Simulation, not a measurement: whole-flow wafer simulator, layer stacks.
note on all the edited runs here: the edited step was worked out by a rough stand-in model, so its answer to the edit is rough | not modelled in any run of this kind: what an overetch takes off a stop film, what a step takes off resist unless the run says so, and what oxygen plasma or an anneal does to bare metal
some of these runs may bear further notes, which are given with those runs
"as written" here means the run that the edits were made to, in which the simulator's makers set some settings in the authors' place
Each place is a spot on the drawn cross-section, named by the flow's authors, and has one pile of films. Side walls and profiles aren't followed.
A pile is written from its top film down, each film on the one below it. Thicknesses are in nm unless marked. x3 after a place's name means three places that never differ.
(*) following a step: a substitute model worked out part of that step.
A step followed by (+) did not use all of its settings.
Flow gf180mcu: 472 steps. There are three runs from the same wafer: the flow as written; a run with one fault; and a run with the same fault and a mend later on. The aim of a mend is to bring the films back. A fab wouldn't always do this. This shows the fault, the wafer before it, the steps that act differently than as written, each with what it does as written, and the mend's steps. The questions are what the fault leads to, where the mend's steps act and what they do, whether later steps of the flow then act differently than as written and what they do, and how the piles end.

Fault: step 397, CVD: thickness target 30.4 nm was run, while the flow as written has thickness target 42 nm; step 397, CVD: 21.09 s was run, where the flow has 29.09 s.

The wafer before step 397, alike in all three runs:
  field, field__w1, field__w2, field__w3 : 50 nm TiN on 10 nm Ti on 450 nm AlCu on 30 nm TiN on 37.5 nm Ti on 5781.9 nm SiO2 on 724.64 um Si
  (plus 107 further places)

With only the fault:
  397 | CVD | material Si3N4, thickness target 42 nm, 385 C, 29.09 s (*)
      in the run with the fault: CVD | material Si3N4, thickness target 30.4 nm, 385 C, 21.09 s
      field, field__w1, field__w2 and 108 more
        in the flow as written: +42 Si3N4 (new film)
        in the run with the fault: +30.5 Si3N4 (new film)
  Later steps of the flow acting differently than as written (6 more steps, not shown, differ only slightly: by at most 2% or 0.5 nm, whichever is larger):
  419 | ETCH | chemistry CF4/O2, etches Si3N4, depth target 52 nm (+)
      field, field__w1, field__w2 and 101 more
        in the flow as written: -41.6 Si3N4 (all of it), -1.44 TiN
        in the run with the fault: -30.1 Si3N4 (all of it), -2.09 TiN
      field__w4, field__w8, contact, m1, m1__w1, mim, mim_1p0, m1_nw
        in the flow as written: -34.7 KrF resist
        in the run with the fault: -30.1 KrF resist
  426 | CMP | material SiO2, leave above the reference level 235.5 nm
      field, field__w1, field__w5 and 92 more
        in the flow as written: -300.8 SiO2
        in the run with the fault: -312.4 SiO2
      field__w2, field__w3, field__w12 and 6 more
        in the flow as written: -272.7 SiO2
        in the run with the fault: -284.7 SiO2
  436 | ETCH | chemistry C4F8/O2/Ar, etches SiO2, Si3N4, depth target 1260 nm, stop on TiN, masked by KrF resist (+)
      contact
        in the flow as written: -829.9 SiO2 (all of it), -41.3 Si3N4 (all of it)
        in the run with the fault: -829.9 SiO2 (all of it), -29.8 Si3N4 (all of it)
  At field__w4, field__w8, m1, m1__w1, mim, mim_1p0, m1_nw, the piles at the end differ from the flow's by more than 2% or 0.5 nm, whichever is larger.
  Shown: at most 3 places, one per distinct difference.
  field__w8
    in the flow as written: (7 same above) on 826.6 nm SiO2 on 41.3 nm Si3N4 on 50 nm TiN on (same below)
    in the run with the fault: (7 same above) on 826.6 nm SiO2 on 29.8 nm Si3N4 on 50 nm TiN on (same below)
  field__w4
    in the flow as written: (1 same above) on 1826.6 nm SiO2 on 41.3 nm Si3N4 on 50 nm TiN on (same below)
    in the run with the fault: (1 same above) on 1826.6 nm SiO2 on 29.8 nm Si3N4 on 50 nm TiN on (same below)
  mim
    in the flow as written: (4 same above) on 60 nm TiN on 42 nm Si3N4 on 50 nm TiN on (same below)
    in the run with the fault: (4 same above) on 60 nm TiN on 30.5 nm Si3N4 on 50 nm TiN on (same below)

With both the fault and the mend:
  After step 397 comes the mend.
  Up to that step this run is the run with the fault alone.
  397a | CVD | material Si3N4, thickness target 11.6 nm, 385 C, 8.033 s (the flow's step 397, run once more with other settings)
      field, field__w1, field__w2 and 108 more
        +11.6 Si3N4
  Later steps of the flow that are run all act as written at every place that is followed, up to a difference of at most 2% or 0.5 nm, whichever is larger.
  When the end is reached, the piles differ only a little from the flow's at the places that both follow, at most by 2% or 0.5 nm, whichever is larger.
